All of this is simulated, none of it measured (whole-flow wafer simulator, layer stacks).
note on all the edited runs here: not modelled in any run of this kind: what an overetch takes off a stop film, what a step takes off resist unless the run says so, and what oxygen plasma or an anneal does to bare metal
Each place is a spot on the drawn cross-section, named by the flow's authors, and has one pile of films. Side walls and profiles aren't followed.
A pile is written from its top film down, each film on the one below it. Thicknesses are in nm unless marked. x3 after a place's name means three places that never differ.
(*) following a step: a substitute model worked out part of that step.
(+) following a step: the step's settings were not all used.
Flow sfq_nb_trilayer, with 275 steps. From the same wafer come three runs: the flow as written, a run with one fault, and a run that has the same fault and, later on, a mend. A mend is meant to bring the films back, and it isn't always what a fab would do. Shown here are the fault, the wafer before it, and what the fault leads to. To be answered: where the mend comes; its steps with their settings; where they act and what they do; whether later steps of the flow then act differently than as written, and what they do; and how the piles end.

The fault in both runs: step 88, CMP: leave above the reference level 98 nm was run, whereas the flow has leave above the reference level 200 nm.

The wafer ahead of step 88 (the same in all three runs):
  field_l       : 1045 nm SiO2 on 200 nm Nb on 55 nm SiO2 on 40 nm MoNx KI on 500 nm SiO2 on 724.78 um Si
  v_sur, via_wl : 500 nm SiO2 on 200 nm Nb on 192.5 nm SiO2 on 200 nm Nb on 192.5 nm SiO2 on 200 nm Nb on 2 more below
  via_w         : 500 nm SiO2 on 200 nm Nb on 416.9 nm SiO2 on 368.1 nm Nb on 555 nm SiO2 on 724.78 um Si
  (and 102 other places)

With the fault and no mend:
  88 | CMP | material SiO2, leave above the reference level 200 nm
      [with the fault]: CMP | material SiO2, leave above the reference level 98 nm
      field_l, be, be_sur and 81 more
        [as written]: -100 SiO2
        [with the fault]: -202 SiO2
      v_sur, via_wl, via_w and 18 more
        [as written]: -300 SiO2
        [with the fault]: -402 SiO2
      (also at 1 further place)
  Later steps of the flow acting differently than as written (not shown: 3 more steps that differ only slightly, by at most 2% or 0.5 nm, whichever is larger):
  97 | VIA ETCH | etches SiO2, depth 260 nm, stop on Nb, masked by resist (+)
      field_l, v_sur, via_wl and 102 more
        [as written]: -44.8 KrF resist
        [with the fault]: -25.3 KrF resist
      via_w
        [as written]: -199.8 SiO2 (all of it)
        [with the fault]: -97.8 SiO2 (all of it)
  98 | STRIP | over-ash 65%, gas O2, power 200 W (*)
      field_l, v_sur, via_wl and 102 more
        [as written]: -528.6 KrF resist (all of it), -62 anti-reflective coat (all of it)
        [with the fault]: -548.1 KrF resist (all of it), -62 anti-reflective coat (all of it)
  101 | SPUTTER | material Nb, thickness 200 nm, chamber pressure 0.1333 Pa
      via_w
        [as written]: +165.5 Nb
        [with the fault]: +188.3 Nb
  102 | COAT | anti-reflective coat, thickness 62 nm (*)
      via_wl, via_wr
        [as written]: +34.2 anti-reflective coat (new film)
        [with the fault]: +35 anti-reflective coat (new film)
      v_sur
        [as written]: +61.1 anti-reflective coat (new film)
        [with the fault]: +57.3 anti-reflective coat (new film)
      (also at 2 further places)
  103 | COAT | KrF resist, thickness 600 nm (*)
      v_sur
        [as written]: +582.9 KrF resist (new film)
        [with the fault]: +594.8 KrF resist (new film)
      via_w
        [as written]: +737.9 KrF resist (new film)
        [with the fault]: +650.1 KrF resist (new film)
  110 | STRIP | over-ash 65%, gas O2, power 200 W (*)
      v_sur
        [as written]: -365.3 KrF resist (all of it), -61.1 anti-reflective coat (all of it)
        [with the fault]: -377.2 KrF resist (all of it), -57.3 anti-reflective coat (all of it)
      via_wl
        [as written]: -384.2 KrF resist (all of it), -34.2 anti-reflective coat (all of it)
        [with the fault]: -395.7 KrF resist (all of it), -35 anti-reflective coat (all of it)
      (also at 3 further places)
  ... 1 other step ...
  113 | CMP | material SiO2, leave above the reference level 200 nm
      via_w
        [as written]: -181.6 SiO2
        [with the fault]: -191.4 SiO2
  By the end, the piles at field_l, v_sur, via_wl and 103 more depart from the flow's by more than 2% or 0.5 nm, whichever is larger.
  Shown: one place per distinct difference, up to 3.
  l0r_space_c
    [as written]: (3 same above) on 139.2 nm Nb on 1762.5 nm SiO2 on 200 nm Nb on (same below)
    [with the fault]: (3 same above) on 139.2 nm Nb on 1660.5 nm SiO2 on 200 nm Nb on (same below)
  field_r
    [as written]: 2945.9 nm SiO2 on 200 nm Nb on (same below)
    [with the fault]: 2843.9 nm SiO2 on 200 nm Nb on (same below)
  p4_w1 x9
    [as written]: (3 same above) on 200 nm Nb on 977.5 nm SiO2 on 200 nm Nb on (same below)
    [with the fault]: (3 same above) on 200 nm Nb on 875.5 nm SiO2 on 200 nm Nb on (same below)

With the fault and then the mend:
  The mend stands after step 89.
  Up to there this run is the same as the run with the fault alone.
  89a | PECVD | material SiO2, thickness 102 nm, 150 C, 22.67 s, RF power 183.3 W, pressure 2.4 Torr, precursor SiH4/N2O (a further turn of the flow's step 87, with different settings)
      field_l, v_sur, via_wl and 103 more
        +102 SiO2
  None of the later steps of the flow acts differently than as written at any place that is followed.
  At every place that both follow, the piles at the end match the flow's.
